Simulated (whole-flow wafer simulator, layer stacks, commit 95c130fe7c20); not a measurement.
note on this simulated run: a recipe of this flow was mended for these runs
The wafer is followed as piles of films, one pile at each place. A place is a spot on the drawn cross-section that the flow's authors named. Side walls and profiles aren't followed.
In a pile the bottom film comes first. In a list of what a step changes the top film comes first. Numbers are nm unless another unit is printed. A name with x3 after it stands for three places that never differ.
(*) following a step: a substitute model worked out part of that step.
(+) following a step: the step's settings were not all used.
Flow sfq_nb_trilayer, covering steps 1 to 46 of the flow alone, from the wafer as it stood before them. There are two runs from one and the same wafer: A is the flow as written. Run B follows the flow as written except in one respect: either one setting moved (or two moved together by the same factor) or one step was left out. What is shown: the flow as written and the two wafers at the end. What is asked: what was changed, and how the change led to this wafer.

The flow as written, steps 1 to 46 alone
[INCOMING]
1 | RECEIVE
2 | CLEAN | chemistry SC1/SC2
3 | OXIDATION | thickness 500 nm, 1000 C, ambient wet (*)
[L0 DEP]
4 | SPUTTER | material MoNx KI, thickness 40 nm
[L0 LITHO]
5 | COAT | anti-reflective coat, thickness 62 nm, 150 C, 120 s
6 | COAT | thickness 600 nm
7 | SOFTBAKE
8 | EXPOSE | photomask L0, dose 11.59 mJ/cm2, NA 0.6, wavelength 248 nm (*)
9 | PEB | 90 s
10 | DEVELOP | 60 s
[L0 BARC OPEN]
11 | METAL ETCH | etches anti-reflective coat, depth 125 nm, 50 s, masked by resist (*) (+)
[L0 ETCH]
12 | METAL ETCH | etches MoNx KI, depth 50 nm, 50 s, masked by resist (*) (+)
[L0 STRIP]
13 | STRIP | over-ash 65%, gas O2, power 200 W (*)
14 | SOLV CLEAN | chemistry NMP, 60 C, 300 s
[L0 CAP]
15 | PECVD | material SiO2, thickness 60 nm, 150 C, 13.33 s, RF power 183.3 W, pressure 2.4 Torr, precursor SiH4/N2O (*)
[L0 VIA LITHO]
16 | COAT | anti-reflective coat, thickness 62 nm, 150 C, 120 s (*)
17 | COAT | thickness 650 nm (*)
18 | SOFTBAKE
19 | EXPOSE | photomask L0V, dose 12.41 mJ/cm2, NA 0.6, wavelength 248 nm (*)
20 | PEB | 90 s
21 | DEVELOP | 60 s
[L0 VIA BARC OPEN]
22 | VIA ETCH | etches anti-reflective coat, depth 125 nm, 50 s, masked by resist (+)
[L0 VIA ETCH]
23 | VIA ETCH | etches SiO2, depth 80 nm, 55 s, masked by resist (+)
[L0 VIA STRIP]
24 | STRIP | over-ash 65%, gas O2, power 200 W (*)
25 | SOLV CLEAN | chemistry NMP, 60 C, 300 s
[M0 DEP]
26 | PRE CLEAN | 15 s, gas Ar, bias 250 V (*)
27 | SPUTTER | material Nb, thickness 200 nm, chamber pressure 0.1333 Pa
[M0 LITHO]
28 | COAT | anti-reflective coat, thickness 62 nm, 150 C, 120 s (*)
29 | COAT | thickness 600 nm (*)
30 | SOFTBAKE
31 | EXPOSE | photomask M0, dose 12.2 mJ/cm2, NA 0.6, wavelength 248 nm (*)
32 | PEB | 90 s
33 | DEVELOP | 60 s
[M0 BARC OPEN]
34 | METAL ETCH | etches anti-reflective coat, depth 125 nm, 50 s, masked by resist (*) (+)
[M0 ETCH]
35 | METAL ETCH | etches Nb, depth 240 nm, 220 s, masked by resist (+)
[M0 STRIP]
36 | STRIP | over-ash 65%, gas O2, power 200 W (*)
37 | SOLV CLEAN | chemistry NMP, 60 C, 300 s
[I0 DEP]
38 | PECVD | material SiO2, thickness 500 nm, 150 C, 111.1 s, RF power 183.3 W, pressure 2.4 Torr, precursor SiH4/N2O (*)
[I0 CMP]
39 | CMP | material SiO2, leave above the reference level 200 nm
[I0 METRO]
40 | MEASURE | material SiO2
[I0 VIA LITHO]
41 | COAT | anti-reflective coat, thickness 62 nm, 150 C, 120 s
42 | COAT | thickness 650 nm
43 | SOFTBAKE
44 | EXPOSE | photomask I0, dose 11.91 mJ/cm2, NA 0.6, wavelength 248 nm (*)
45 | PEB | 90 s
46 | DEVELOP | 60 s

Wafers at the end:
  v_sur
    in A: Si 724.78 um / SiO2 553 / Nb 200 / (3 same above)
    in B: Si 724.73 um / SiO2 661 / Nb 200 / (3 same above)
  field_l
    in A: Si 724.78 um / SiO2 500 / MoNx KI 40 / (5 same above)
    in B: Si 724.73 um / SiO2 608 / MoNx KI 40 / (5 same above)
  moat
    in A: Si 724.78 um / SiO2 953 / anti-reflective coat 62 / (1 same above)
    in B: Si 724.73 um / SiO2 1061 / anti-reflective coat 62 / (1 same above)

Cause: step 3, OXIDATION: thickness 608 nm was run, though the flow has thickness 500 nm.
The wafer itself shows it: field_l has SiO2 608, and step 3 as written asks for 500 nm.

The path from the change to this, step by step:
  3 | OXIDATION | thickness 500 nm, 1000 C, ambient wet (*)
      field_l, v_sur, via_wl and 103 more: A SiO2 gains 500 (new film), chemical SiO2 loses 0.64 (all of it), Si loses 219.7 | B SiO2 gains 608 (new film), chemical SiO2 loses 0.64 (all of it), Si loses 267.2
